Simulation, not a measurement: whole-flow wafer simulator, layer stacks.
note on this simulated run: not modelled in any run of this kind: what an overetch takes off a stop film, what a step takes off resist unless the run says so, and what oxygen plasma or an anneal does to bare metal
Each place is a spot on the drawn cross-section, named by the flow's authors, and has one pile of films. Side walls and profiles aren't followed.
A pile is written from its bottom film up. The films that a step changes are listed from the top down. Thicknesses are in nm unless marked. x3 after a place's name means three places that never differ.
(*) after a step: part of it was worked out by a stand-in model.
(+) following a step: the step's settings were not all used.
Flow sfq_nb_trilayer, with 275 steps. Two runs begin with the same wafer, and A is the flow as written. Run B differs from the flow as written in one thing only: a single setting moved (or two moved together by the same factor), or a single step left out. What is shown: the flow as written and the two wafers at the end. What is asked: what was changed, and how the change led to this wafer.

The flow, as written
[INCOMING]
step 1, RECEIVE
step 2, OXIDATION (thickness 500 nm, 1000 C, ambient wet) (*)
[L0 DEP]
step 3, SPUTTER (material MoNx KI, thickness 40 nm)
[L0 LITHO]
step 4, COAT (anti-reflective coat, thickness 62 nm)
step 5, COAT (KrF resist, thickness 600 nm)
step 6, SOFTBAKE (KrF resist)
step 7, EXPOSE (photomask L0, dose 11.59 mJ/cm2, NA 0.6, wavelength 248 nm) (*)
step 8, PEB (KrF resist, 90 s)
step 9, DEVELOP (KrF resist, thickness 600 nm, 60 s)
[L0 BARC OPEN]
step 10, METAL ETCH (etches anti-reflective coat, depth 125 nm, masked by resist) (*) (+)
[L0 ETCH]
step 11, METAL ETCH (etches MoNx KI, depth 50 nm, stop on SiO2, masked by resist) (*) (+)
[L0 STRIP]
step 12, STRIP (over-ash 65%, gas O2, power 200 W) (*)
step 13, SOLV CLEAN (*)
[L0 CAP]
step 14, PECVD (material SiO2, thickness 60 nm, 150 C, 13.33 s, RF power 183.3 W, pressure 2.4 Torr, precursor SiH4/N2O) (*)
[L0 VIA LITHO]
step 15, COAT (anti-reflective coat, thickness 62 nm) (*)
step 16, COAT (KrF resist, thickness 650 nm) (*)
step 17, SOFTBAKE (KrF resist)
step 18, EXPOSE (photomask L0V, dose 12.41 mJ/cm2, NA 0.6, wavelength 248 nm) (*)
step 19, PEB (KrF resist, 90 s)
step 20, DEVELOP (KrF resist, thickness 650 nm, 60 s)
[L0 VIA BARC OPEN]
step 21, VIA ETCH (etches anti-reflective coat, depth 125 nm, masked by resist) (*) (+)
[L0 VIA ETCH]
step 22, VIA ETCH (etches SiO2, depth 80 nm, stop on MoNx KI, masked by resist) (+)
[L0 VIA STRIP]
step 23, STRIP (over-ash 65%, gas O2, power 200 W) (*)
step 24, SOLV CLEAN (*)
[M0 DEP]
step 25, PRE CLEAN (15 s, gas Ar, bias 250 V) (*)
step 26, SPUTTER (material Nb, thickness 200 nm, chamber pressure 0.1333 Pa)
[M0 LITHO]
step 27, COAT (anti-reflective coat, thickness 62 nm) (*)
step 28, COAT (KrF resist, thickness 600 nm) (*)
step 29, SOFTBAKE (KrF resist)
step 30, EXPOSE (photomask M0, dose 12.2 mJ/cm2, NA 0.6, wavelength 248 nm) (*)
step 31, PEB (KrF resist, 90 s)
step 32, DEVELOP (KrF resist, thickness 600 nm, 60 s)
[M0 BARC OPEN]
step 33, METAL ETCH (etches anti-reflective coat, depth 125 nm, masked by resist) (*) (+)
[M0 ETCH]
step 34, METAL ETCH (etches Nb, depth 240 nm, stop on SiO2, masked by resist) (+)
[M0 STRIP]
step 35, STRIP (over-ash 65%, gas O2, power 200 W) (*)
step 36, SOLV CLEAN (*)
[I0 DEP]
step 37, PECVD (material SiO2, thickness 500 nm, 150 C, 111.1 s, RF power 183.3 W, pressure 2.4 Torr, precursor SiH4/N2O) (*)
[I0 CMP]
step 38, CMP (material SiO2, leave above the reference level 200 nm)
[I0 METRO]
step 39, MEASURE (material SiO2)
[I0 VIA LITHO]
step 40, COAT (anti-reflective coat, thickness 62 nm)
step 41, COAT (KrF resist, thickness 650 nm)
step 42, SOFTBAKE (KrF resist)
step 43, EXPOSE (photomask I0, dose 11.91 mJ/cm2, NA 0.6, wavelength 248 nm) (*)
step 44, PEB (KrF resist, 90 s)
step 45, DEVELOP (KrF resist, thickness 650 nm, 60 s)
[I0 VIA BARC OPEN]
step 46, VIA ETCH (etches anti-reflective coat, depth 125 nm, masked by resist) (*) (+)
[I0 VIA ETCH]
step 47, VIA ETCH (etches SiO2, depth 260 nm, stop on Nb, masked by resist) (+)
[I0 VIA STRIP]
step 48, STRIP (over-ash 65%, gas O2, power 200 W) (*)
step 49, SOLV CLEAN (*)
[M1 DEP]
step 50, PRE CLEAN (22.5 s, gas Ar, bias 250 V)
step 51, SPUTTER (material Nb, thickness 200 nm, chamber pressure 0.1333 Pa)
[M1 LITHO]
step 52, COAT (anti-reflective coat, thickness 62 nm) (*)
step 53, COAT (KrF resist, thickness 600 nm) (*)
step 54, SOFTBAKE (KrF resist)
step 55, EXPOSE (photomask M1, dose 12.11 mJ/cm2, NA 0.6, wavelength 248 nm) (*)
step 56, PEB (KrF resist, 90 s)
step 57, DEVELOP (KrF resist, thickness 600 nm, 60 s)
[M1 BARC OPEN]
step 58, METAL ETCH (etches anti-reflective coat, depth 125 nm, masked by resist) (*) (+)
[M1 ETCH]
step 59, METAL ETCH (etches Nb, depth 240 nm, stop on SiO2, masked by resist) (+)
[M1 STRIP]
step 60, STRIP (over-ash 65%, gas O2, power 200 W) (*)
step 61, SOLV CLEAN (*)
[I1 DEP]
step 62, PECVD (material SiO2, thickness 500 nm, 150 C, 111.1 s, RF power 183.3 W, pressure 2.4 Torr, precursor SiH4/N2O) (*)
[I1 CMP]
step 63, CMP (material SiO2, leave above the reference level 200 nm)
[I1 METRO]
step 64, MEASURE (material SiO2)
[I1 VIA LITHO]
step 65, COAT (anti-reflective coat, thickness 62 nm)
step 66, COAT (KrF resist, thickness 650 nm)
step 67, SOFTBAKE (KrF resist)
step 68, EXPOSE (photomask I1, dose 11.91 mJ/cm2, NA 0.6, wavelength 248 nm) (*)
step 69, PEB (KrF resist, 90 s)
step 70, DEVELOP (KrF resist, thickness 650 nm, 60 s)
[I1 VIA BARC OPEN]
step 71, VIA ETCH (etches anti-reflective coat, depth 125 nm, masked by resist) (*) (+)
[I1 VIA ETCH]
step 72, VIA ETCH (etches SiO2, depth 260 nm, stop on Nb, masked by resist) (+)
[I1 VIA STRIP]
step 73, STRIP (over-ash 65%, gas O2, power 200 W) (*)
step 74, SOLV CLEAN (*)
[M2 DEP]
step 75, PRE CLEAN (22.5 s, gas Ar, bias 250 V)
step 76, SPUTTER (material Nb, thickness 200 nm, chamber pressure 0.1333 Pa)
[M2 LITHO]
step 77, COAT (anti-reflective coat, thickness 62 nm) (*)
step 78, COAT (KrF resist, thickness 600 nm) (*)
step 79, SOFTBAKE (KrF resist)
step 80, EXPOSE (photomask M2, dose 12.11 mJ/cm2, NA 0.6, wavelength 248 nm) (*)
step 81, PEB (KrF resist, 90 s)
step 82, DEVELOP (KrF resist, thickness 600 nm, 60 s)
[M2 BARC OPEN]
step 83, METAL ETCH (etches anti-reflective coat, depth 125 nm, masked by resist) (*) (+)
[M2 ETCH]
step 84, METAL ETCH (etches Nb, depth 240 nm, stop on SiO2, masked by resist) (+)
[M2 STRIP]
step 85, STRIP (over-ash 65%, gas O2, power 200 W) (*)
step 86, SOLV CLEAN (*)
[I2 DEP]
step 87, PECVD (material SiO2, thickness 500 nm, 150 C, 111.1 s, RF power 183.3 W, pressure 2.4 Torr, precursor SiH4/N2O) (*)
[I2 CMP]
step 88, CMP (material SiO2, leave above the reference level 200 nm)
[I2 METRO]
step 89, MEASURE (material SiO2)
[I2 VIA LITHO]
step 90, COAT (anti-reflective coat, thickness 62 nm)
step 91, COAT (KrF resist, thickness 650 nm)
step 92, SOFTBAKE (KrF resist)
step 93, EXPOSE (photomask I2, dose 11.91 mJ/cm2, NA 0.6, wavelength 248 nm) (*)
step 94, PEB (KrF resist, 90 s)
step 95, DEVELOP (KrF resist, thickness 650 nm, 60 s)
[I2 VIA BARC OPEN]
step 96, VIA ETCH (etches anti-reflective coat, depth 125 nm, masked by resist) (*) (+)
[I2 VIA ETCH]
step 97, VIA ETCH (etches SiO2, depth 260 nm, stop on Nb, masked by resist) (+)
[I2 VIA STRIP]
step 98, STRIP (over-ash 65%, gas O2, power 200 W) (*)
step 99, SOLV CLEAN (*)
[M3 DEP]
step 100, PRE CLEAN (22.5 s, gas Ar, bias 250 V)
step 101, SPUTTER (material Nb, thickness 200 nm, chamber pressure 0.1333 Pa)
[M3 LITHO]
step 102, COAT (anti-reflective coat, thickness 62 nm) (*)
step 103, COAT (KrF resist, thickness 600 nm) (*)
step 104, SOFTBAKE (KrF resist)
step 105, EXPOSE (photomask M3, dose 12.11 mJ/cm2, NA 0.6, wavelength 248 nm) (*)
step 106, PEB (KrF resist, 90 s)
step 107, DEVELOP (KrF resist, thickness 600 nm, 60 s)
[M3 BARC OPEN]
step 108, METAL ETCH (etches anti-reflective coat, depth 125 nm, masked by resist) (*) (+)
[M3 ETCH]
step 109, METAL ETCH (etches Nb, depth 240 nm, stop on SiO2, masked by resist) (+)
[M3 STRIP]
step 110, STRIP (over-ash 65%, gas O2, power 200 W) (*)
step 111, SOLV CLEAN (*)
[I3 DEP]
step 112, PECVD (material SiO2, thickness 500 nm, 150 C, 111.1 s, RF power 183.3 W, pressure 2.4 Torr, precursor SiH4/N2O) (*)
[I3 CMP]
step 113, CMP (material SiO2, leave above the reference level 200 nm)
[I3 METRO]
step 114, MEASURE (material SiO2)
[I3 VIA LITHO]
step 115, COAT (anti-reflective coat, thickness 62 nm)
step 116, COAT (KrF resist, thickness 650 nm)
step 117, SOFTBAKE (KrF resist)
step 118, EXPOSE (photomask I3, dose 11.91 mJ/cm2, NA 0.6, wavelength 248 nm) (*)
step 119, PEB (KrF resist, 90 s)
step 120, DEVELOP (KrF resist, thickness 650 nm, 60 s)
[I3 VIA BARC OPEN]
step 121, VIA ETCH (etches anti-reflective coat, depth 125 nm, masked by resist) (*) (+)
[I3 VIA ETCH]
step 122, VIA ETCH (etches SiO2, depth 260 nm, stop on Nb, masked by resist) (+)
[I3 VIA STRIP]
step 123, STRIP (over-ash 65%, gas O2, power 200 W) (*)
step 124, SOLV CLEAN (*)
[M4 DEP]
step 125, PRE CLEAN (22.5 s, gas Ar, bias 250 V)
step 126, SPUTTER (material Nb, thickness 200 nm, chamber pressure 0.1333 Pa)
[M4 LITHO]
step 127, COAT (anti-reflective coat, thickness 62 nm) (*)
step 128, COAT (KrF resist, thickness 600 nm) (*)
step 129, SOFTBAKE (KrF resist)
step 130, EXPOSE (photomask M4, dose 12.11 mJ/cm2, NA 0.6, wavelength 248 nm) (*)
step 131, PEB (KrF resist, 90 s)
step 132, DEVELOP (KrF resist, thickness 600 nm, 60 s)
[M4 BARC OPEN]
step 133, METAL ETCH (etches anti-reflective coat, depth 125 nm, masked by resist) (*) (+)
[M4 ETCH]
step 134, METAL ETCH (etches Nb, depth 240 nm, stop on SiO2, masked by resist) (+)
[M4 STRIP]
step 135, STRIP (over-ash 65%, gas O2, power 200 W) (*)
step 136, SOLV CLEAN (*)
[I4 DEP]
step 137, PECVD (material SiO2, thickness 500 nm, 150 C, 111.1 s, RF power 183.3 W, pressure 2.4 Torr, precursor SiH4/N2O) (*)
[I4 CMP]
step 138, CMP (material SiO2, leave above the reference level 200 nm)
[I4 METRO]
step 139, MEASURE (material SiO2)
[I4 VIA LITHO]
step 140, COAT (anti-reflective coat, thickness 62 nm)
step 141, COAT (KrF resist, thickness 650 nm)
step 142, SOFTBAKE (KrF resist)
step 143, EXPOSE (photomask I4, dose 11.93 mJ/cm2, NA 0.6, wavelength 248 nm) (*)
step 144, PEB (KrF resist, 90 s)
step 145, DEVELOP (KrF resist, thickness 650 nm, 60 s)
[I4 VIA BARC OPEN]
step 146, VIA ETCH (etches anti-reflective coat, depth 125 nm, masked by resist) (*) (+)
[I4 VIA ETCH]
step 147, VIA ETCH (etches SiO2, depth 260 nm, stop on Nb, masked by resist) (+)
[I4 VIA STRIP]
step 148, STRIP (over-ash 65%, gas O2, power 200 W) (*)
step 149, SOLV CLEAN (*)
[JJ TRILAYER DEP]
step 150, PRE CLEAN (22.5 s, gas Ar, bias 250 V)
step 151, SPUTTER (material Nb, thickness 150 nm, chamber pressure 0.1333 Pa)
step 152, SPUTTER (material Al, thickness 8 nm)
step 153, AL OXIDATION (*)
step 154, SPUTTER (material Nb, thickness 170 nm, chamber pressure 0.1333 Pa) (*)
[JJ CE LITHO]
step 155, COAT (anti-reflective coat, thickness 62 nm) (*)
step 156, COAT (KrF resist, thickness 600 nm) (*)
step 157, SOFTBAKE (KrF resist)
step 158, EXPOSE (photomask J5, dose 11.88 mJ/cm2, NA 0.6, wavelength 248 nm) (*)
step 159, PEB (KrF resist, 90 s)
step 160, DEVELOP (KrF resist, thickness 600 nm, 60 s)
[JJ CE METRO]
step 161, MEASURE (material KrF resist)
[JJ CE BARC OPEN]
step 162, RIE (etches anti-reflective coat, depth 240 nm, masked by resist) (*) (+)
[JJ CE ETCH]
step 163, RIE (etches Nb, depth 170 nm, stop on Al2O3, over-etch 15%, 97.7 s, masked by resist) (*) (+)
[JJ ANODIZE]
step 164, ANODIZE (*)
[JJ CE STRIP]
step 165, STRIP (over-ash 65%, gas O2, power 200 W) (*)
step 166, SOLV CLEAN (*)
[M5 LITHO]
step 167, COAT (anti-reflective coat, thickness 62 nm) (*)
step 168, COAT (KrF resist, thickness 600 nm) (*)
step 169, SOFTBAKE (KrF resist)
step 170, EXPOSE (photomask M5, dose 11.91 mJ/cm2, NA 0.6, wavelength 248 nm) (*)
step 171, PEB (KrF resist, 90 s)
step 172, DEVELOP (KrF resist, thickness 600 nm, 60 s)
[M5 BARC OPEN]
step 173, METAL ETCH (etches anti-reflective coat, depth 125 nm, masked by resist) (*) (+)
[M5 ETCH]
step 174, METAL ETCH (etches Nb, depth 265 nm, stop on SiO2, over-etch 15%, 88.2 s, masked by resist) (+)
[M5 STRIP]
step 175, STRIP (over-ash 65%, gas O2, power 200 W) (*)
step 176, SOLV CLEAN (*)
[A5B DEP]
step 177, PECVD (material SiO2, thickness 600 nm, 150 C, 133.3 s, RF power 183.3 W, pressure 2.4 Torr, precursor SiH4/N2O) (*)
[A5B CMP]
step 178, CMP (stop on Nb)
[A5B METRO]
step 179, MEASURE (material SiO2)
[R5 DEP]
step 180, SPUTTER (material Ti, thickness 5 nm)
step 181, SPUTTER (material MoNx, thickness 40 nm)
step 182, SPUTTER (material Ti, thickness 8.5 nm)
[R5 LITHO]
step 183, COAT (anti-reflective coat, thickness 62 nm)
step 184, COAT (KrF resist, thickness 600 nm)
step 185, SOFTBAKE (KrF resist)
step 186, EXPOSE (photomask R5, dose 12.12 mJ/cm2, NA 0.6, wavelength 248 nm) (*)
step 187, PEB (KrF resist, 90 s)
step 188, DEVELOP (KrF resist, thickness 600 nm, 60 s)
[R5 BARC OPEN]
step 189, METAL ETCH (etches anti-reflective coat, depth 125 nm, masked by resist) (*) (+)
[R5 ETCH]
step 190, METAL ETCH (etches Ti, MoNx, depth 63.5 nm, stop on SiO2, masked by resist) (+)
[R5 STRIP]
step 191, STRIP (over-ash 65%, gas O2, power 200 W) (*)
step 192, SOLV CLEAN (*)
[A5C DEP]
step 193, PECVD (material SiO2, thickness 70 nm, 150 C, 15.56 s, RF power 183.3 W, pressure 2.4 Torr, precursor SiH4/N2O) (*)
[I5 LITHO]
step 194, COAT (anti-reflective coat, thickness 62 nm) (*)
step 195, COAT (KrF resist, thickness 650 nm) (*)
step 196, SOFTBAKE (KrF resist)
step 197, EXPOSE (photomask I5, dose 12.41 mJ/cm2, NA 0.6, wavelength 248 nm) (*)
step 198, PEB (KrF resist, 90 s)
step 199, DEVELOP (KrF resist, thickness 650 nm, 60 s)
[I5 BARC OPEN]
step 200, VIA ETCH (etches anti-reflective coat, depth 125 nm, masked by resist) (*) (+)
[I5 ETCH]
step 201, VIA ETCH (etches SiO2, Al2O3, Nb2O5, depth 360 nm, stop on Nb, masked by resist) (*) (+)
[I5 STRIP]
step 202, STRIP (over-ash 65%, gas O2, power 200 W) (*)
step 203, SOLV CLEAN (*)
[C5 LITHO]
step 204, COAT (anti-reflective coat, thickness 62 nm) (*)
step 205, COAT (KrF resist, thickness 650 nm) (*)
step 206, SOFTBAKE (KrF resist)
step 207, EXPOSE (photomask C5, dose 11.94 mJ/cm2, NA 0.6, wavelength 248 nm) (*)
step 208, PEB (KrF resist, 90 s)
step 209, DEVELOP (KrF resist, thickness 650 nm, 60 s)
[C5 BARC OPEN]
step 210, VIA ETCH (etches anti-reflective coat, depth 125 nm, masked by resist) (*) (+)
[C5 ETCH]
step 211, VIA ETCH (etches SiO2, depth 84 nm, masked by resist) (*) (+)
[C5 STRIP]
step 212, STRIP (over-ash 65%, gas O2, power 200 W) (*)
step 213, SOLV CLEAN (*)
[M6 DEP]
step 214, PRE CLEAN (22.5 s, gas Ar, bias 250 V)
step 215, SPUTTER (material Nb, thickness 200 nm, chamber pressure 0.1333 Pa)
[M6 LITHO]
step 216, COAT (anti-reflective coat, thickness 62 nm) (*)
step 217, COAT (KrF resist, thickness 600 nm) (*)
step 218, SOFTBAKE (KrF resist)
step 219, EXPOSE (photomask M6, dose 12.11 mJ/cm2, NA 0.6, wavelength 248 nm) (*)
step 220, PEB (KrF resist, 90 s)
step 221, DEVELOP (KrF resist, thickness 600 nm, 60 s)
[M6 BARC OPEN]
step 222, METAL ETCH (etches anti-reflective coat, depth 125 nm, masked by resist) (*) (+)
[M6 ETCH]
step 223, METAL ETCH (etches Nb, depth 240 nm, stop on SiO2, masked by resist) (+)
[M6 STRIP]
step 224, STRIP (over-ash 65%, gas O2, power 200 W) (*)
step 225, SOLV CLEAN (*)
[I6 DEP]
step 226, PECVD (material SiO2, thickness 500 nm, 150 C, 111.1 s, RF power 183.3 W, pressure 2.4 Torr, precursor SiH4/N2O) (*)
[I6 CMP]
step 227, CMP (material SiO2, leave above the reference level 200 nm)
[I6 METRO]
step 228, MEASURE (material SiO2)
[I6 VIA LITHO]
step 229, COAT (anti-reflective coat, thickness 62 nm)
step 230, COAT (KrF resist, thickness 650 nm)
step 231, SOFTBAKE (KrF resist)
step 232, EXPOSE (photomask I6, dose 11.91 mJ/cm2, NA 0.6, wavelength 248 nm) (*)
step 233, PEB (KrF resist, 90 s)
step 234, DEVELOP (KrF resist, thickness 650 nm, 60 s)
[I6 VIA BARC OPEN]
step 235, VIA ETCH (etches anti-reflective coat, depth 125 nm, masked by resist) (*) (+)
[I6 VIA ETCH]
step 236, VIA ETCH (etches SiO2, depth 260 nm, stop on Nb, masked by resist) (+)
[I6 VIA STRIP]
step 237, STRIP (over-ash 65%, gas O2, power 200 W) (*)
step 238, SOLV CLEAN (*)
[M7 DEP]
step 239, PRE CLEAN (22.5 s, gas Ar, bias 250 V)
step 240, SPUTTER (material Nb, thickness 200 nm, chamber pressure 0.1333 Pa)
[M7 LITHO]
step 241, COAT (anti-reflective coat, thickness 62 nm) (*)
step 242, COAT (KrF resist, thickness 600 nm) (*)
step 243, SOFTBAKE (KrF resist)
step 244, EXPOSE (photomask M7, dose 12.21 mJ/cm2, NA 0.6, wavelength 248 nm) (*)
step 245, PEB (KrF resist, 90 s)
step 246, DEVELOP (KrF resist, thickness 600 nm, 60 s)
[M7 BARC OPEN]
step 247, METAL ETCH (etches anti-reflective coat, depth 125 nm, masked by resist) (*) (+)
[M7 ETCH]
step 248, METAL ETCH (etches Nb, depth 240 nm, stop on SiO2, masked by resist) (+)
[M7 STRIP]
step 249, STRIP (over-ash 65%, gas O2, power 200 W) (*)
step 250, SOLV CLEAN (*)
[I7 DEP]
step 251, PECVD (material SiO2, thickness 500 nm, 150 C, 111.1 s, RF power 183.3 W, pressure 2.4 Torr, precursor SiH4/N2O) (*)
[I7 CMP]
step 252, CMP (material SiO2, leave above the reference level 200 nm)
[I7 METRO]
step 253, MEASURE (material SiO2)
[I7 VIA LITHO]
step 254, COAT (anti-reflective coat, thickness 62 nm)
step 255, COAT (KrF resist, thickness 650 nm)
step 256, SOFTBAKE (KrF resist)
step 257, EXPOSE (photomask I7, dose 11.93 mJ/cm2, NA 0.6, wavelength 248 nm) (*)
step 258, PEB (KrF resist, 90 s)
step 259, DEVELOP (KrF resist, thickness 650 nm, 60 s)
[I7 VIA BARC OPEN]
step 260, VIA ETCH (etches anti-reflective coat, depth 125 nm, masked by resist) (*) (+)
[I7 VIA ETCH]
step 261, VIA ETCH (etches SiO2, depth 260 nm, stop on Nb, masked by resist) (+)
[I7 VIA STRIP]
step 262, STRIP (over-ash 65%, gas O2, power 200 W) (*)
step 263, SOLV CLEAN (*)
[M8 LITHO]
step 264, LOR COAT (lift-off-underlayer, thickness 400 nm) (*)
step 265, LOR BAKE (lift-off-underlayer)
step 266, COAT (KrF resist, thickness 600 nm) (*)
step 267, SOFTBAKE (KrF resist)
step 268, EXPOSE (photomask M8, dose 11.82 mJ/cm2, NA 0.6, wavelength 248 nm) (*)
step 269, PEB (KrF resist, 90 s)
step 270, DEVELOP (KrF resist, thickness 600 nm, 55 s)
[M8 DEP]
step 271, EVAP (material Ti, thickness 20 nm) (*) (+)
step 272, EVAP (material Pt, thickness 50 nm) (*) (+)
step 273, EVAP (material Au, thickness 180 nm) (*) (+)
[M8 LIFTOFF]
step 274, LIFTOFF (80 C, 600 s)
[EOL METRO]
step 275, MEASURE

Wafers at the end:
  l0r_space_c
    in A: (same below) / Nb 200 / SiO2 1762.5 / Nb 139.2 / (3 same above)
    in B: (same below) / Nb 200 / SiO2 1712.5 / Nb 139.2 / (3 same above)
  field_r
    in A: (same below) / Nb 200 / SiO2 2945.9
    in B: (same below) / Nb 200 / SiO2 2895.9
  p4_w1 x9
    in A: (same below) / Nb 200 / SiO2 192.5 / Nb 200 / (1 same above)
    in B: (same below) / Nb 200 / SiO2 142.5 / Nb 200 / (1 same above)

What caused this: step 113, CMP: leave above the reference level 150 nm was run, whereas the flow has leave above the reference level 200 nm.

Step by step, how the change led to this:
  step 113, CMP (material SiO2, leave above the reference level 200 nm)
      field_l, be, be_sur and 64 more: A -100 SiO2 | B -150 SiO2
      v_sur, via_wl, via_wr and 27 more: A -300 SiO2 | B -350 SiO2
      (also at 9 further places)
  step 122, VIA ETCH (etches SiO2, depth 260 nm, stop on Nb, masked by resist) (+)
      field_l, v_sur, via_wl and 102 more: A -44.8 KrF resist | B -38.8 KrF resist
      via_v: A -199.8 SiO2 (all of it) | B -149.8 SiO2 (all of it)
  step 126, SPUTTER (material Nb, thickness 200 nm, chamber pressure 0.1333 Pa)
      via_v: A +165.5 Nb | B +176.5 Nb
  step 127, COAT (anti-reflective coat, thickness 62 nm) (*)
      via_v: A +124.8 anti-reflective coat (new film) | B +112.5 anti-reflective coat (new film)
  step 128, COAT (KrF resist, thickness 600 nm) (*)
      via_v: A +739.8 KrF resist (new film) | B +699 KrF resist (new film)
  step 135, STRIP (over-ash 65%, gas O2, power 200 W) (*)
      via_v: A -521.8 KrF resist (all of it), -124.8 anti-reflective coat (all of it) | B -481.1 KrF resist (all of it), -112.5 anti-reflective coat (all of it)
  step 137, PECVD (material SiO2, thickness 500 nm, 150 C, 111.1 s, RF power 183.3 W, pressure 2.4 Torr, precursor SiH4/N2O) (*)
      via_v: A +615 SiO2 (new film) | B +529.5 SiO2 (new film)
  step 138, CMP (material SiO2, leave above the reference level 200 nm)
      via_v: A -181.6 SiO2 | B -157.1 SiO2
